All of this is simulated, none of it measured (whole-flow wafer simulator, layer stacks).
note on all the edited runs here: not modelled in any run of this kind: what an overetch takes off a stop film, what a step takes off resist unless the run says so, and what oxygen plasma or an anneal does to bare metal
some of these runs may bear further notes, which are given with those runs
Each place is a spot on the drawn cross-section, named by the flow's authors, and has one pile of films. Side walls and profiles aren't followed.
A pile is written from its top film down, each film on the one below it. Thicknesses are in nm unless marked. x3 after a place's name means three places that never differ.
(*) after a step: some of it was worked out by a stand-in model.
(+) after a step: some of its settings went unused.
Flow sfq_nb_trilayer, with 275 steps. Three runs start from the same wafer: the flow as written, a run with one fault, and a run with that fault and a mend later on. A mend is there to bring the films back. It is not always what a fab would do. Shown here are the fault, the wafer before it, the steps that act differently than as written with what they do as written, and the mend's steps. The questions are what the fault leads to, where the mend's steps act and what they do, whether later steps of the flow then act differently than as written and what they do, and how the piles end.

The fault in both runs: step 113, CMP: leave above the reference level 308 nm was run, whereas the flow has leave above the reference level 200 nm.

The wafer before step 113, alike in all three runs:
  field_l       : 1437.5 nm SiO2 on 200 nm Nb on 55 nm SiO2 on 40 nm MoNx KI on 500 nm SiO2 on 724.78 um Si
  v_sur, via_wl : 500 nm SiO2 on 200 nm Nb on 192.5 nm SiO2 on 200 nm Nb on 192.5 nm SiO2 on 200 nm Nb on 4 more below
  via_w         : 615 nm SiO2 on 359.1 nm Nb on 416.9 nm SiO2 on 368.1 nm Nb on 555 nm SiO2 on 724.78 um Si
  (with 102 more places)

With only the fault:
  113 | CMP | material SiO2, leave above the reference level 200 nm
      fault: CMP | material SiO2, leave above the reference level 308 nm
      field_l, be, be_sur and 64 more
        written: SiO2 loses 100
        fault: nothing
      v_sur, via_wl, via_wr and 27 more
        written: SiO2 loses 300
        fault: SiO2 loses 192
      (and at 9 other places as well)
  Steps further on in the flow that do not act as written (not shown: 6 more steps that differ only slightly, by at most 2% or 0.5 nm, whichever is larger):
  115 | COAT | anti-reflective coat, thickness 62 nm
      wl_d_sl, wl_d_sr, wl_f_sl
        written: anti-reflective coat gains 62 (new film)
        fault: anti-reflective coat gains 63.4 (new film)
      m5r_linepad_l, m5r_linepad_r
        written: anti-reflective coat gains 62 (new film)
        fault: anti-reflective coat gains 65.4 (new film)
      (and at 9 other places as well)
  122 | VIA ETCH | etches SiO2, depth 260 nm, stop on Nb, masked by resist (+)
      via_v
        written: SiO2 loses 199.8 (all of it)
        fault: SiO2 loses 260
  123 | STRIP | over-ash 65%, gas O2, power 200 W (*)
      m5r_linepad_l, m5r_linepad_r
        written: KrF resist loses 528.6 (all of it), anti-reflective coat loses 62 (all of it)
        fault: KrF resist loses 527.6 (all of it), anti-reflective coat loses 65.4 (all of it)
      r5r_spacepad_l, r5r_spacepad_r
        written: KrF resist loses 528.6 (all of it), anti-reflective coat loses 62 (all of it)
        fault: KrF resist loses 527.9 (all of it), anti-reflective coat loses 65.5 (all of it)
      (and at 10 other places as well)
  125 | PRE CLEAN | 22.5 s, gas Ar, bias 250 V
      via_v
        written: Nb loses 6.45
        fault: SiO2 loses 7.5
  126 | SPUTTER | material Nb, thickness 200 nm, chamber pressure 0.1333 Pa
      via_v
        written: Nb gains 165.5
        fault: Nb gains 152.6 (new film)
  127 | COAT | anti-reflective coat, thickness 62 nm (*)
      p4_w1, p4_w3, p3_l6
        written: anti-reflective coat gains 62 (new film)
        fault: anti-reflective coat gains 60.7 (new film)
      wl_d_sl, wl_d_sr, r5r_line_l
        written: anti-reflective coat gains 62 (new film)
        fault: anti-reflective coat gains 63.4 (new film)
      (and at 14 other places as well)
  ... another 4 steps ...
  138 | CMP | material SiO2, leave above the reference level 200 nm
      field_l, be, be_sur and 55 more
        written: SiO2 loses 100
        fault: SiO2 loses 92
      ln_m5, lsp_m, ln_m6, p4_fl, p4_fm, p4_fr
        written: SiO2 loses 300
        fault: SiO2 loses 292
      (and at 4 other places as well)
  By the end, the piles at field_l, v_sur, via_wl and 103 more depart from the flow's by more than 2% or 0.5 nm, whichever is larger.
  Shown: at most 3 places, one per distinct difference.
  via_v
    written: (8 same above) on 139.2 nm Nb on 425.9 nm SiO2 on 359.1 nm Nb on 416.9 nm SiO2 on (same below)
    fault: (8 same above) on 139.2 nm Nb on 500.1 nm SiO2 on 152.6 nm Nb on 40.3 nm SiO2 on 200 nm Nb on 416.9 nm SiO2 on (same below)
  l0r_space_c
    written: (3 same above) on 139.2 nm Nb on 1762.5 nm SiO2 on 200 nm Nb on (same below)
    fault: (3 same above) on 139.2 nm Nb on 1870.5 nm SiO2 on 200 nm Nb on (same below)
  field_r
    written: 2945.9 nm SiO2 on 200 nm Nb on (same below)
    fault: 3053.9 nm SiO2 on 200 nm Nb on (same below)

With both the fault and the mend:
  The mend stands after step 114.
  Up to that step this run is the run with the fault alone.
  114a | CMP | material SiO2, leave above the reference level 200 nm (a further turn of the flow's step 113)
      field_l, be, be_sur and 64 more
        SiO2 loses 100
      v_sur, via_wl, via_w and 36 more
        SiO2 loses 108
  Later steps of the flow that are run all act as written at every place that is followed.
  At every place that both follow, the piles at the end match the flow's.
